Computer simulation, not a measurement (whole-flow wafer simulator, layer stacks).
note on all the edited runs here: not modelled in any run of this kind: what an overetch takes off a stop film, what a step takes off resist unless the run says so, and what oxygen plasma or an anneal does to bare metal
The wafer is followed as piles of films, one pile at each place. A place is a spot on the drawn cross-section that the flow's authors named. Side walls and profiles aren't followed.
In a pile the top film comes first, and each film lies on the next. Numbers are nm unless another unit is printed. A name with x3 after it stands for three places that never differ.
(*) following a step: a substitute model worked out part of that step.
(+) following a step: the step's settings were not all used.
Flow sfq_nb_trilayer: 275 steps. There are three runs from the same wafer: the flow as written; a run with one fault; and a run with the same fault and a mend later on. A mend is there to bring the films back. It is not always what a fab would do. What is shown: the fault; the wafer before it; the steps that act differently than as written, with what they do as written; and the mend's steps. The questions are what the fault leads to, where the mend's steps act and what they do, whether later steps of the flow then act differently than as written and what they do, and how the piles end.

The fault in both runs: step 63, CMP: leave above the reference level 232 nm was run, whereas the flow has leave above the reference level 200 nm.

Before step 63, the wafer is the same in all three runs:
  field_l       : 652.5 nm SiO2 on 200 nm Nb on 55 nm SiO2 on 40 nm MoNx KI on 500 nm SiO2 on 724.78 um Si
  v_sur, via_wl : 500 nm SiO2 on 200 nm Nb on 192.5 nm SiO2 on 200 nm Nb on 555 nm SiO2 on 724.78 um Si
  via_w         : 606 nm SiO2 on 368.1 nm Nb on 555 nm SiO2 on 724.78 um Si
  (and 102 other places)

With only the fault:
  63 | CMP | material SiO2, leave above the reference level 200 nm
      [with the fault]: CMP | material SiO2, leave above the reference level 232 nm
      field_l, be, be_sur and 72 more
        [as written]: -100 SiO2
        [with the fault]: -68 SiO2
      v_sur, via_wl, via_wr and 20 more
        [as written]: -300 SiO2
        [with the fault]: -268 SiO2
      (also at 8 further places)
  Steps further on in the flow that do not act as written (not shown: 3 more steps that differ only slightly, by at most 2% or 0.5 nm, whichever is larger):
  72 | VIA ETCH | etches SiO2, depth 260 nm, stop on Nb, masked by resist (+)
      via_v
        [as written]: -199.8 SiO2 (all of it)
        [with the fault]: -231.8 SiO2 (all of it)
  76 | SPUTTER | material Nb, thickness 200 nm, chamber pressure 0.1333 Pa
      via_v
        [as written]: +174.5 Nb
        [with the fault]: +168.6 Nb
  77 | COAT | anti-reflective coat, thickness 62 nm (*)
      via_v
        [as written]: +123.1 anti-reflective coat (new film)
        [with the fault]: +130 anti-reflective coat (new film)
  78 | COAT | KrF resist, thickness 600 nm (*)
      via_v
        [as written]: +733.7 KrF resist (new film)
        [with the fault]: +759.6 KrF resist (new film)
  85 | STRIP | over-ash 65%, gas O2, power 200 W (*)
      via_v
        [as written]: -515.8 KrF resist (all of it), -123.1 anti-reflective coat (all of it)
        [with the fault]: -541.5 KrF resist (all of it), -130 anti-reflective coat (all of it)
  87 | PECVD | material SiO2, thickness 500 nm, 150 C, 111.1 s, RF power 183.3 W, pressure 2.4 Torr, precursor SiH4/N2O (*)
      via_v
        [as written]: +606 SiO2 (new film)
        [with the fault]: +644 SiO2 (new film)
  By the end, the piles at v_sur, via_wl, via_w and 36 more depart from the flow's by more than 2% or 0.5 nm, whichever is larger.
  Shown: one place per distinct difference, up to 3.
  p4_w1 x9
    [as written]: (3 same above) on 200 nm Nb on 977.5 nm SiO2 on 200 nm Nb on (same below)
    [with the fault]: (3 same above) on 200 nm Nb on 1009.5 nm SiO2 on 200 nm Nb on (same below)
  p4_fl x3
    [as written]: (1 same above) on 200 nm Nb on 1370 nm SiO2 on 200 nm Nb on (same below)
    [with the fault]: (1 same above) on 200 nm Nb on 1402 nm SiO2 on 200 nm Nb on (same below)
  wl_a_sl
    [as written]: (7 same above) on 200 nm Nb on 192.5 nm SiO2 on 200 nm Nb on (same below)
    [with the fault]: (7 same above) on 200 nm Nb on 224.5 nm SiO2 on 200 nm Nb on (same below)

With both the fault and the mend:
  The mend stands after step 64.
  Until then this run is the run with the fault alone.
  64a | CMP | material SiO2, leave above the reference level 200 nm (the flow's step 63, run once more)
      field_l, v_sur, via_wl and 103 more
        -32 SiO2
  Every later step of the flow that is run acts as written at every place that is followed.
  By the end, the piles equal the flow's at every place that both follow.
